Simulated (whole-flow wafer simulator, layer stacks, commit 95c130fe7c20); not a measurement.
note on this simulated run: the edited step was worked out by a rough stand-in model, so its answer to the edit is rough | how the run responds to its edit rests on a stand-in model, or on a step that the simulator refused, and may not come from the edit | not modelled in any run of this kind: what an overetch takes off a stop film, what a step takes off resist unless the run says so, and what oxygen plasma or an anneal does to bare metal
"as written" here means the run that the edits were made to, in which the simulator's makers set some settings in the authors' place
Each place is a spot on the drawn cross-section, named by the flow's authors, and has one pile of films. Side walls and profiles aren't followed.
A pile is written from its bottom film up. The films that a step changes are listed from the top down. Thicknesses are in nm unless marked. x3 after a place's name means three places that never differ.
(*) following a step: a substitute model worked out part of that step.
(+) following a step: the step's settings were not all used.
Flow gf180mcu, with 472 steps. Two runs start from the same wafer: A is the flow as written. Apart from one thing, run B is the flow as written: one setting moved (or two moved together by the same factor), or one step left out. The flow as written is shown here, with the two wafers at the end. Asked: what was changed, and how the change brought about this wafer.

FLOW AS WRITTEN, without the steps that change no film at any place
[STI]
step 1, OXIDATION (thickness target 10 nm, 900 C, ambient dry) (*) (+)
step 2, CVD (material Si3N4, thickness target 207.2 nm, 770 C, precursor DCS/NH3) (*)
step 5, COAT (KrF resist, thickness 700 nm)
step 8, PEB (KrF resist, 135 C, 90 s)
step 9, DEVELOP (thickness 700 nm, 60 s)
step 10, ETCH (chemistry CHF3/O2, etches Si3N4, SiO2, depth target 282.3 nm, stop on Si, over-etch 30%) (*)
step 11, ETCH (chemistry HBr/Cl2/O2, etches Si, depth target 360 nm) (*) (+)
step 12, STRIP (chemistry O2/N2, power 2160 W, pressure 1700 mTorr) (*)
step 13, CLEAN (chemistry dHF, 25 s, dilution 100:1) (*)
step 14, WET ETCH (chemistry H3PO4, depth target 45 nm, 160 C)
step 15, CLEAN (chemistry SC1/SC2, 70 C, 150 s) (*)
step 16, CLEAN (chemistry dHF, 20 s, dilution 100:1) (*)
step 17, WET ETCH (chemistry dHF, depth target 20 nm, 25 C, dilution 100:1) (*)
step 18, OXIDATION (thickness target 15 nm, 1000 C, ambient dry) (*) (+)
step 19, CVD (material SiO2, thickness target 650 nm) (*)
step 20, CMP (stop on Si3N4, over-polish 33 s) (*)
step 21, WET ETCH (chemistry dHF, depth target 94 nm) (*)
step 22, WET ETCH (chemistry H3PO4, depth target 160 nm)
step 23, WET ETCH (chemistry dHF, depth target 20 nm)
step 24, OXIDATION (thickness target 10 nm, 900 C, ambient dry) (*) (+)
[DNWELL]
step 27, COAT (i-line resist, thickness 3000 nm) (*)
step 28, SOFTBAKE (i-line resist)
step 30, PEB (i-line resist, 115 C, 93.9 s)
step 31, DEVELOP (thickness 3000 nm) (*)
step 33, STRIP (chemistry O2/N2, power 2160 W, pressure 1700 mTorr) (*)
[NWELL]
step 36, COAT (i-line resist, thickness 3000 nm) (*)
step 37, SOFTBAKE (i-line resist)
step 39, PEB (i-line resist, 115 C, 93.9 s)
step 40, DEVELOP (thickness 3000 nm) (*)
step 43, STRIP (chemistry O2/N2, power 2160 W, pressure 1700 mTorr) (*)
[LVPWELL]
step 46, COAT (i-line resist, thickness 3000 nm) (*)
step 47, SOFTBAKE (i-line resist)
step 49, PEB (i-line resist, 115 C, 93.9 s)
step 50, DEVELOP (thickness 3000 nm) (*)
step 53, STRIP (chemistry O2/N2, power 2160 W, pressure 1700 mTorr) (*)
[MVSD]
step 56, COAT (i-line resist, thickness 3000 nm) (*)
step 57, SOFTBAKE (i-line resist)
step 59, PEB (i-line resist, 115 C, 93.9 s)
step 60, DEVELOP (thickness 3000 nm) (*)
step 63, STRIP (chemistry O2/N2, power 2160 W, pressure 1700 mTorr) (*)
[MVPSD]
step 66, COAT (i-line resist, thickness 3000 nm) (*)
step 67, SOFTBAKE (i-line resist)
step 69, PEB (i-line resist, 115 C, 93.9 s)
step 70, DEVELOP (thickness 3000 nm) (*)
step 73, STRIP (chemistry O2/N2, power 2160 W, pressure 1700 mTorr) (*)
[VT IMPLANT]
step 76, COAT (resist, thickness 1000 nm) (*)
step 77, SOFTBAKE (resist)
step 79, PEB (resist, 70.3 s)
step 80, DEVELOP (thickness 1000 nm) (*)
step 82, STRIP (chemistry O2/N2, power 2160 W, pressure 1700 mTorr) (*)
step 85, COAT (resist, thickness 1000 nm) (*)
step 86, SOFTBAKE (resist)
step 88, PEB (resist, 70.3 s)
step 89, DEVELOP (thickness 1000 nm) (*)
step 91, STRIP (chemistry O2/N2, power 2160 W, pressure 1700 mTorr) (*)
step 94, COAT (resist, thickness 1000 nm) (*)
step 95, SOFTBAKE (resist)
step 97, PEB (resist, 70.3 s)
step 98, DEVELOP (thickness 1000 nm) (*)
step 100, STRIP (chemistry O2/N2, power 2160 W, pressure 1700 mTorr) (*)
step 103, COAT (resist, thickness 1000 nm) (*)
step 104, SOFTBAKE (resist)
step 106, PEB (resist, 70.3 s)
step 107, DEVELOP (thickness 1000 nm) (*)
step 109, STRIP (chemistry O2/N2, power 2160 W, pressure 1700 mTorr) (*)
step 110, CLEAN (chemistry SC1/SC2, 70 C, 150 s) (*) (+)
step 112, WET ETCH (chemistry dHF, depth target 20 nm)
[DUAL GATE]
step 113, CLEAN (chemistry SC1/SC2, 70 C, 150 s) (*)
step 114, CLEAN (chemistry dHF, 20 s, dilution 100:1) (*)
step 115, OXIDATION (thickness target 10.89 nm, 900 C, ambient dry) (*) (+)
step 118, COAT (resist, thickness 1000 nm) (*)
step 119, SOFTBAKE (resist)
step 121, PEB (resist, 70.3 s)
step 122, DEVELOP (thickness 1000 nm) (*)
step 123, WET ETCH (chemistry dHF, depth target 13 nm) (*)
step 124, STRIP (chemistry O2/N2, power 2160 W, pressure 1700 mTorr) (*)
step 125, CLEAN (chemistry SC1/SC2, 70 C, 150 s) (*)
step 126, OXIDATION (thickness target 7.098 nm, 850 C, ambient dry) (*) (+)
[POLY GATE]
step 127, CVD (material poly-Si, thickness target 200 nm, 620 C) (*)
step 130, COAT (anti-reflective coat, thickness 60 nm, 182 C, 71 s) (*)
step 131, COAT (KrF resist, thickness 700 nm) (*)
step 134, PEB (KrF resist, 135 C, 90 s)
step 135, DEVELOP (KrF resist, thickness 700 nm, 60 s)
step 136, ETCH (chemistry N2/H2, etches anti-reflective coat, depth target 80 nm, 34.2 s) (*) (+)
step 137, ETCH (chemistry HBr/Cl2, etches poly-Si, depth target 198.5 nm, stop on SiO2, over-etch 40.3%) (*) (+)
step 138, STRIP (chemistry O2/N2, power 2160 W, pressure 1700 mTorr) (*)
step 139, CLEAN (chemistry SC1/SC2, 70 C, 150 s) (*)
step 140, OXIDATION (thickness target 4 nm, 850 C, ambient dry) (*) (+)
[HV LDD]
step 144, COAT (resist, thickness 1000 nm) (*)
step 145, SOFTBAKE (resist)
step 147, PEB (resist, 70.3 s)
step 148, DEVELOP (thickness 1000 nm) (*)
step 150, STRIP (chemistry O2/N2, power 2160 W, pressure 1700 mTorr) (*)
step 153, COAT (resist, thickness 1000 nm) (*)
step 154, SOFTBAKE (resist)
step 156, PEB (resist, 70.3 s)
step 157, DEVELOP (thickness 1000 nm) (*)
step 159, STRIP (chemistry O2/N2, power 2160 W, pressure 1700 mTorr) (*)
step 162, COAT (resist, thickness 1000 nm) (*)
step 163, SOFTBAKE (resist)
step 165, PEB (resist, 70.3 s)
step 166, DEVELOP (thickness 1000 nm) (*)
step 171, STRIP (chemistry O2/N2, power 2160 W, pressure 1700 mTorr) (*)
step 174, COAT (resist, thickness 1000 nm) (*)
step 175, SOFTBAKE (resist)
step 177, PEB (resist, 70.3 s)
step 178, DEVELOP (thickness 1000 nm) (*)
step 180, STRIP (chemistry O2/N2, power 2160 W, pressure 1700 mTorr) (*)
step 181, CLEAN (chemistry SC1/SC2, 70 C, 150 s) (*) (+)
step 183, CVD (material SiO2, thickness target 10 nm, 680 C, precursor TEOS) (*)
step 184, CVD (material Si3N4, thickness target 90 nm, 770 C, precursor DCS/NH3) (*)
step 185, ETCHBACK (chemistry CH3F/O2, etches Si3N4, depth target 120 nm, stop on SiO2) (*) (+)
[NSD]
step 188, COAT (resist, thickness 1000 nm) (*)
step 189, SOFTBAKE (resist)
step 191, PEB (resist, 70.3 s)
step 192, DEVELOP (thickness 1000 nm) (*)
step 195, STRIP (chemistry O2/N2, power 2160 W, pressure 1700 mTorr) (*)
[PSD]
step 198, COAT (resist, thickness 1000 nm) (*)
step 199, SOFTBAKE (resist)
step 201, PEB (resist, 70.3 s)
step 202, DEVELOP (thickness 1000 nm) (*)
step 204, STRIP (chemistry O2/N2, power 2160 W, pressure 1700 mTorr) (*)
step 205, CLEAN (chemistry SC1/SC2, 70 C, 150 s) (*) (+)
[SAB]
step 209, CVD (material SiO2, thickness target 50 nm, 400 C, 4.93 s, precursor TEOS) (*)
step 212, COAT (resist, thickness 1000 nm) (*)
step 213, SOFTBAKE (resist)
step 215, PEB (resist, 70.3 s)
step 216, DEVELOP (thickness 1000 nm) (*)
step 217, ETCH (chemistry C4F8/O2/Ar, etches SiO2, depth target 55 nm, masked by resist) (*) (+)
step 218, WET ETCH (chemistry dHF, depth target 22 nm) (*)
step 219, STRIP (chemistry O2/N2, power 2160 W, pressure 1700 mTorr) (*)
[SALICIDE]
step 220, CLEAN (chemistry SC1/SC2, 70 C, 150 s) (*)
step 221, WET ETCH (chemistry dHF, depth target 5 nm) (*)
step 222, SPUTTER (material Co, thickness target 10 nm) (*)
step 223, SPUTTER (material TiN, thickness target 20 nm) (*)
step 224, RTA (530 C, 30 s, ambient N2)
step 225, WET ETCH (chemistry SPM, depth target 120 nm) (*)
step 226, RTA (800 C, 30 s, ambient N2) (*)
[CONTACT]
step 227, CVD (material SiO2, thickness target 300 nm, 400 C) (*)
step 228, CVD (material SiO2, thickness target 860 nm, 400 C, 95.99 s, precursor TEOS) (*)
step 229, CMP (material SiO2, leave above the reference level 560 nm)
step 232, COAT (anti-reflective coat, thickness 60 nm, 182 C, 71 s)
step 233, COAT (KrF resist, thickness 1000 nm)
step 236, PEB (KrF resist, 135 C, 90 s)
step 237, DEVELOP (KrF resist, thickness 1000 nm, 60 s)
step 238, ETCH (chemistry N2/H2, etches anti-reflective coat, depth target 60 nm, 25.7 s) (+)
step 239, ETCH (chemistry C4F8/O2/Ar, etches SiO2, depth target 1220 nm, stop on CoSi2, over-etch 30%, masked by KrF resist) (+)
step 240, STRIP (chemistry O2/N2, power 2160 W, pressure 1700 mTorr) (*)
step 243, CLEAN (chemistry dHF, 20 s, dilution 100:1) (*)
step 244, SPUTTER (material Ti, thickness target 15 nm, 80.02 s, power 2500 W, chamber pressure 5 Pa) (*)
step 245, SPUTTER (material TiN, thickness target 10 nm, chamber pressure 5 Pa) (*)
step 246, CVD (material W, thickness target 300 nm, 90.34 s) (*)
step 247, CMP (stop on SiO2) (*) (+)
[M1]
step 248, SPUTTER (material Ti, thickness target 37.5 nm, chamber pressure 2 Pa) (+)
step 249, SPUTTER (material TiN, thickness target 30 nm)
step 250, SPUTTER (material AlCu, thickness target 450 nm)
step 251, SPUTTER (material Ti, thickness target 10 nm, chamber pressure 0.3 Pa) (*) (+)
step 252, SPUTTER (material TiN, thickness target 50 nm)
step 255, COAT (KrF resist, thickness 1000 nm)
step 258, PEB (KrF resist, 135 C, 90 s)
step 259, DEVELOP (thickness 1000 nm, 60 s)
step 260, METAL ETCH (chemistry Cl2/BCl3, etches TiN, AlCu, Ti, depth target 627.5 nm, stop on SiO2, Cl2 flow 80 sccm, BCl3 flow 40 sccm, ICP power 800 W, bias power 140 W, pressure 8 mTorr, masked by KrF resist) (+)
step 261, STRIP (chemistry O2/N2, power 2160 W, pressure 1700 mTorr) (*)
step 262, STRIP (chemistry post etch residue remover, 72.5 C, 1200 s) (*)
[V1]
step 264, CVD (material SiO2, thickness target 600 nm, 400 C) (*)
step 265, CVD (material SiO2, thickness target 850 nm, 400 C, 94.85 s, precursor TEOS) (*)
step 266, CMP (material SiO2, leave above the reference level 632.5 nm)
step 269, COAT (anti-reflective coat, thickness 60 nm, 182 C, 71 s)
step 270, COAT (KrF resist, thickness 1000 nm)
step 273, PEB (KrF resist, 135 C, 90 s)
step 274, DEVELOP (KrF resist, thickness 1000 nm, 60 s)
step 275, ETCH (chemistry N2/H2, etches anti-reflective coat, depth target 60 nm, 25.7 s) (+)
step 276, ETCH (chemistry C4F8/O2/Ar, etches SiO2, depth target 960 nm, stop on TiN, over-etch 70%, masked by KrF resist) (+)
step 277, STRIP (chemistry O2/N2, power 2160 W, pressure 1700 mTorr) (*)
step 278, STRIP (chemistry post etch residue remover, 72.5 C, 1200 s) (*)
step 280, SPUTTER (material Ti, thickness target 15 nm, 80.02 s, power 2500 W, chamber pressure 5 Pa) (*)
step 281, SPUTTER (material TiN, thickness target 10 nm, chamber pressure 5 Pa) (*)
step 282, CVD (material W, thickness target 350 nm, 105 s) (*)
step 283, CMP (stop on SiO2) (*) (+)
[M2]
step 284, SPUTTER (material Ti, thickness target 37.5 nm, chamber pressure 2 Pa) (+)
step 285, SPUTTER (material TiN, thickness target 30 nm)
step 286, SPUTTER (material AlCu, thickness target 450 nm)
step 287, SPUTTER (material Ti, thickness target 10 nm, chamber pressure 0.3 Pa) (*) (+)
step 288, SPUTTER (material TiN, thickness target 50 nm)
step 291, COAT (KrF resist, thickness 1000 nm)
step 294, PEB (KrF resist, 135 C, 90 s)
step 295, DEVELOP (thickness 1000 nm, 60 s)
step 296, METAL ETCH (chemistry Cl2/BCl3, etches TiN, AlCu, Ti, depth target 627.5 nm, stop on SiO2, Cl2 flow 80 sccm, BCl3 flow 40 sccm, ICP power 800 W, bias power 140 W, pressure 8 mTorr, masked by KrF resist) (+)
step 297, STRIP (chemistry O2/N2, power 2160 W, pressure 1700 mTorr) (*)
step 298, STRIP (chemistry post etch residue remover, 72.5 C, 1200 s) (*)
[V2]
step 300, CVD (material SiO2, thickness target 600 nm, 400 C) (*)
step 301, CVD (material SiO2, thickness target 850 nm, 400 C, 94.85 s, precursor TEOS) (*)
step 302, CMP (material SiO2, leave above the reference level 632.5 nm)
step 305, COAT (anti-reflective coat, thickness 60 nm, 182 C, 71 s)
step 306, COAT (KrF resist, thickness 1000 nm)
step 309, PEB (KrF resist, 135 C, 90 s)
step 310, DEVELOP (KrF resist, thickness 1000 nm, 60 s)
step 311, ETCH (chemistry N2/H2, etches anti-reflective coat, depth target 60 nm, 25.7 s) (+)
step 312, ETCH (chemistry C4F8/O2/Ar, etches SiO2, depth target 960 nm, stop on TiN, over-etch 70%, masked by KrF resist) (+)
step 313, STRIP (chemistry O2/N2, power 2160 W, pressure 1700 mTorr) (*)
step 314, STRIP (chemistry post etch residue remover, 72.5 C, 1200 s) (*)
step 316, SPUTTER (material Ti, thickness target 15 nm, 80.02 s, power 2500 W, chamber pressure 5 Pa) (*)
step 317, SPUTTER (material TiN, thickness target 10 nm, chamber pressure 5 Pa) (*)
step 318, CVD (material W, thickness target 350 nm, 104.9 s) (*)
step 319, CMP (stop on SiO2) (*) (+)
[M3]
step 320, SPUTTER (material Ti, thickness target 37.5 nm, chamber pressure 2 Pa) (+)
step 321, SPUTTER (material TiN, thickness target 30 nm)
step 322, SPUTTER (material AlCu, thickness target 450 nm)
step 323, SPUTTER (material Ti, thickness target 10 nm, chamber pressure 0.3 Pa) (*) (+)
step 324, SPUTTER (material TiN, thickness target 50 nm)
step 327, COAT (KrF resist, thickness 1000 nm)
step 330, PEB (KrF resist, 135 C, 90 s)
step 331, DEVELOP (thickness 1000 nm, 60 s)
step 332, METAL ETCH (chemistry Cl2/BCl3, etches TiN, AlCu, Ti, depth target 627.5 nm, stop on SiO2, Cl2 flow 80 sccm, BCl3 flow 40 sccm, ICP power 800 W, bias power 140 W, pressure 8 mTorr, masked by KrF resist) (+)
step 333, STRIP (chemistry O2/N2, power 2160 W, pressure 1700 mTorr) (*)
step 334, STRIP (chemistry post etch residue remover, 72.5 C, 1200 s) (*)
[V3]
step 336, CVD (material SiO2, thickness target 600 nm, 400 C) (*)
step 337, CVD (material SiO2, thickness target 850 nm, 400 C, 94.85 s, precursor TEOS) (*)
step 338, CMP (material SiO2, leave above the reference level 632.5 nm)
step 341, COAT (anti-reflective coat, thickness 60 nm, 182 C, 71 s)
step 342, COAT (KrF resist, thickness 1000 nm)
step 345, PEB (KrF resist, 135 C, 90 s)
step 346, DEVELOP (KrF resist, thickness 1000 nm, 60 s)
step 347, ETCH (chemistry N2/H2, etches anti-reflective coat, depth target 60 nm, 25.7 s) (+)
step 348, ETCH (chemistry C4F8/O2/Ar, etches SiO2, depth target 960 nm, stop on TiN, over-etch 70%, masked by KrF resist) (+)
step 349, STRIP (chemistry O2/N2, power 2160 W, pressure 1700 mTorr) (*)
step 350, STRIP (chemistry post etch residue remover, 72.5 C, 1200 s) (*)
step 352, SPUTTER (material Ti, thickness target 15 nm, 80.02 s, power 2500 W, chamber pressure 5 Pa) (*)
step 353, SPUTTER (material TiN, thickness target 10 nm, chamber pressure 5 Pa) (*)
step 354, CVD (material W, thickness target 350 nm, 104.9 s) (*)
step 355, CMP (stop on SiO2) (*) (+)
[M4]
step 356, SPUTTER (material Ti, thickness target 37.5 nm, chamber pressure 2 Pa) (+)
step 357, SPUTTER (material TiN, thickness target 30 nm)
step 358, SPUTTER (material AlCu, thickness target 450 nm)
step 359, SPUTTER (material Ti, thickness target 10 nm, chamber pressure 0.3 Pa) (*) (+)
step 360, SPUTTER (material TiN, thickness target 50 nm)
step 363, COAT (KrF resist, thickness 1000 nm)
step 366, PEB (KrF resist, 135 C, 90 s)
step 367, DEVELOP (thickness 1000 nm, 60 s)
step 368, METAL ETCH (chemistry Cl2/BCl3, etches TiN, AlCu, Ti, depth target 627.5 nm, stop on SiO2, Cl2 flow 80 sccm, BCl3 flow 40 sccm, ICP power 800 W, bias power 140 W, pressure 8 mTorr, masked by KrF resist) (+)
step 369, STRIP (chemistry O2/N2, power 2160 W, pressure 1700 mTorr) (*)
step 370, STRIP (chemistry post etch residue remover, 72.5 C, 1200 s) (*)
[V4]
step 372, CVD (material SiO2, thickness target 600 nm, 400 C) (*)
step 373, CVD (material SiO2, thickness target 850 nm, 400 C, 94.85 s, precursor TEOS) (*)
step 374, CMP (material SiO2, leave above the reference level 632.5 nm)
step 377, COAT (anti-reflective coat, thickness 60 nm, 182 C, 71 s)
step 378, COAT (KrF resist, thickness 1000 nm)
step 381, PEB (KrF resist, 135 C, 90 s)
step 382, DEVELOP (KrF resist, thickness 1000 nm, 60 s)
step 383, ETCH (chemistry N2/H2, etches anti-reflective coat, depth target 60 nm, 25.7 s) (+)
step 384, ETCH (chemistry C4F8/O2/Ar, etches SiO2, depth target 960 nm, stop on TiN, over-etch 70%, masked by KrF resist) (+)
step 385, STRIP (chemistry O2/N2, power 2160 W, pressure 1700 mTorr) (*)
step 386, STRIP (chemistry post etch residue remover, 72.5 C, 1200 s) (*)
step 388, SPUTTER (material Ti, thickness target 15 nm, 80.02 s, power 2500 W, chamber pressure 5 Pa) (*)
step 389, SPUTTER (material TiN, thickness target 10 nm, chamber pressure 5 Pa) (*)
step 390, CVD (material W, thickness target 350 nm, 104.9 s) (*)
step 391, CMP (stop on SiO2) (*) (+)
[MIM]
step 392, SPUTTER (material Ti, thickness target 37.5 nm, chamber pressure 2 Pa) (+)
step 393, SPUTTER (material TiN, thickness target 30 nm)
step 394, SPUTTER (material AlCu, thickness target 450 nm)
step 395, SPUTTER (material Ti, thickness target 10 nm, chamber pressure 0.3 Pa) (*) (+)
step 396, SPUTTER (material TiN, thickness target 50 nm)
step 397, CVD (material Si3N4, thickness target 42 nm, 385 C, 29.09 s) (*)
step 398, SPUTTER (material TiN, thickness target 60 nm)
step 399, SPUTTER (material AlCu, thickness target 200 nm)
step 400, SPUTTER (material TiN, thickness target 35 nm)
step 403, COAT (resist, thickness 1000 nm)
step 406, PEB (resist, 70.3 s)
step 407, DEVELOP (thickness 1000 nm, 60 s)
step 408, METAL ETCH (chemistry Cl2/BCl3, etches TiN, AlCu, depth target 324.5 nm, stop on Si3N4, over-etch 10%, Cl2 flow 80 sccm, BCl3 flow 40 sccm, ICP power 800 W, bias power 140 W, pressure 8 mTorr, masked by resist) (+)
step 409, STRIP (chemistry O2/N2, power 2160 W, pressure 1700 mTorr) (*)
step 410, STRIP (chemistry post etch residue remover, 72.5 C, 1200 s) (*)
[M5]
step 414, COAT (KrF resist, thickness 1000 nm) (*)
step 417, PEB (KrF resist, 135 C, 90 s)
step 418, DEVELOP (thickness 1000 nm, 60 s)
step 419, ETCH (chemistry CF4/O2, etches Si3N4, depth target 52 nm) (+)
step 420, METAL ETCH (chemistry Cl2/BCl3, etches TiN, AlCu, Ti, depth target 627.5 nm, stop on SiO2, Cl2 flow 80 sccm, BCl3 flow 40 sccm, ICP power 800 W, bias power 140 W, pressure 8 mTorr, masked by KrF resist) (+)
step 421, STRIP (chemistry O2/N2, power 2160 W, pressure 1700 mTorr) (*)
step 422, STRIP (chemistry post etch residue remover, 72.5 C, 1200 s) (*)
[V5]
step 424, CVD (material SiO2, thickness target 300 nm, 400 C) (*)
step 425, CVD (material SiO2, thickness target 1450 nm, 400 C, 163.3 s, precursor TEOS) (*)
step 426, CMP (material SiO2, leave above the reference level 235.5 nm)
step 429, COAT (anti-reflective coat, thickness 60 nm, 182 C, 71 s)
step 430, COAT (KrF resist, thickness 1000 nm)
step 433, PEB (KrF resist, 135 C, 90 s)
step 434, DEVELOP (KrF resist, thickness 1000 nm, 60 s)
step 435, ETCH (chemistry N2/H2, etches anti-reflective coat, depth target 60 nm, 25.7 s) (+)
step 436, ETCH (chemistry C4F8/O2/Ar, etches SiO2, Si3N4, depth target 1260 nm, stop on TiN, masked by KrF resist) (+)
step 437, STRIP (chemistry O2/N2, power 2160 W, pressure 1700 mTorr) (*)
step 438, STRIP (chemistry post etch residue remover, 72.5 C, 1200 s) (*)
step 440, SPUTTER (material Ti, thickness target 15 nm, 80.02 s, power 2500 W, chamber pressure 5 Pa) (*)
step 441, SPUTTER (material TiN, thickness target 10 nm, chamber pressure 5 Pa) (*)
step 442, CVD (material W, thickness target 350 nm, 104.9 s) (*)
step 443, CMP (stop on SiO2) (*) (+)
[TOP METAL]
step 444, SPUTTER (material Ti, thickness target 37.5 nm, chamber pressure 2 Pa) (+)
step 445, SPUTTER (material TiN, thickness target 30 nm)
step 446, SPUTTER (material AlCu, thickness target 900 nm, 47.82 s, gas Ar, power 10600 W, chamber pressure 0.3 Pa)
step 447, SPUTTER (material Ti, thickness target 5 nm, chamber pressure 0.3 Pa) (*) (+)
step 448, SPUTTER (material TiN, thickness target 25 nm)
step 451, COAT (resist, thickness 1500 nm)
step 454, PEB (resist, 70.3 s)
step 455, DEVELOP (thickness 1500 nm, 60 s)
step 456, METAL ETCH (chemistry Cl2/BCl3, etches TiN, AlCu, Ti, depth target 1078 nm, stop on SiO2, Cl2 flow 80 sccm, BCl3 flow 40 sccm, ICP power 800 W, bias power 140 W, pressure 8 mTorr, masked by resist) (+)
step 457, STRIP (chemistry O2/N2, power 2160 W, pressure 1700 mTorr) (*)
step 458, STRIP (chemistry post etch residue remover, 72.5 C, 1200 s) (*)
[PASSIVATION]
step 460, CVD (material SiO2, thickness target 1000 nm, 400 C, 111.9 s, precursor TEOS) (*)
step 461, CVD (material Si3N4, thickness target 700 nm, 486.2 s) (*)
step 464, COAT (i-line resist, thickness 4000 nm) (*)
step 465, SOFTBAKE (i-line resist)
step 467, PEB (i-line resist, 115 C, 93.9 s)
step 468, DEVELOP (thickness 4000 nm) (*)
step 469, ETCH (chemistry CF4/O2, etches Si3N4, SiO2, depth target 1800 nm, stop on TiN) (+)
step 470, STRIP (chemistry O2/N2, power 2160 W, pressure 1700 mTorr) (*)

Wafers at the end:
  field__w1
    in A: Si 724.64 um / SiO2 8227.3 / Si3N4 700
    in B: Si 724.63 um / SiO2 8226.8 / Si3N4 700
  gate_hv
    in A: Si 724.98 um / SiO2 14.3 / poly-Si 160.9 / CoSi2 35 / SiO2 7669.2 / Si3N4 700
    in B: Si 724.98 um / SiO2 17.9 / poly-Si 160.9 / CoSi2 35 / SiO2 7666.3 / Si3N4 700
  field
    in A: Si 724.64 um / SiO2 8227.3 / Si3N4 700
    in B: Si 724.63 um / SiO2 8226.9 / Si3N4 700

What caused this: step 115, OXIDATION: thickness target 14.91 nm was run, whereas the flow has thickness target 10.89 nm.

The path from the change to this, step by step:
  step 115, OXIDATION (thickness target 10.89 nm, 900 C, ambient dry) (*) (+)
      active, n_well, p_well and 40 more: A SiO2 gains 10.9 (new film), Si loses 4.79 | B SiO2 gains 14.9 (new film), Si loses 6.56
      sti, mim_1p0, pad and 19 more: A SiO2 gains 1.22, Si loses 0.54 | B SiO2 gains 2.01, Si loses 0.88
      (as well as at 27 more places)
  step 123, WET ETCH (chemistry dHF, depth target 13 nm) (*)
      active, n_well, p_well and 12 more: A SiO2 loses 10.9 (all of it) | B SiO2 loses 13
  step 124, STRIP (chemistry O2/N2, power 2160 W, pressure 1700 mTorr) (*)
      active, n_well, p_well and 12 more: A chemical SiO2 gains 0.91 (new film), Si loses 0.4 | B nothing
  step 126, OXIDATION (thickness target 7.098 nm, 850 C, ambient dry) (*) (+)
      active, n_well, p_well and 12 more: A SiO2 gains 7.1 (new film), chemical SiO2 loses 0.76 (all of it), Si loses 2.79 | B SiO2 gains 5.52, Si loses 2.43
  step 130, COAT (anti-reflective coat, thickness 60 nm, 182 C, 71 s) (*)
      p_well, spacer, sd_n: A anti-reflective coat gains 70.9 (new film) | B anti-reflective coat gains 72.5 (new film)
  step 136, ETCH (chemistry N2/H2, etches anti-reflective coat, depth target 80 nm, 34.2 s) (*) (+)
      p_well, spacer, sd_n: A anti-reflective coat loses 70.9 (all of it), poly-Si loses 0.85 | B anti-reflective coat loses 72.5 (all of it), poly-Si loses 0.81
  step 189, SOFTBAKE (resist)
      field__w9: A resist gains 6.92 | B resist loses 3.07
      active_hv: A resist gains 2.68 | B resist loses 0.58
      (as well as at 1 more place)
  step 199, SOFTBAKE (resist)
      field__w9: A resist gains 6.92 | B resist loses 3.07
      active_hv: A resist gains 2.68 | B resist loses 0.58
      (as well as at 1 more place)
  step 218, WET ETCH (chemistry dHF, depth target 22 nm) (*)
      ldn_tap, ldn_src, ldn_drn, ldp_tap, ldp_src, ldp_drn, ldp_gr: A SiO2 loses 16 (all of it) | B SiO2 loses 19.5 (all of it)
      ld_drn_n, ld_sd_p: A SiO2 loses 14.8 (all of it) | B SiO2 loses 18.4 (all of it)
      (as well as at 5 more places)
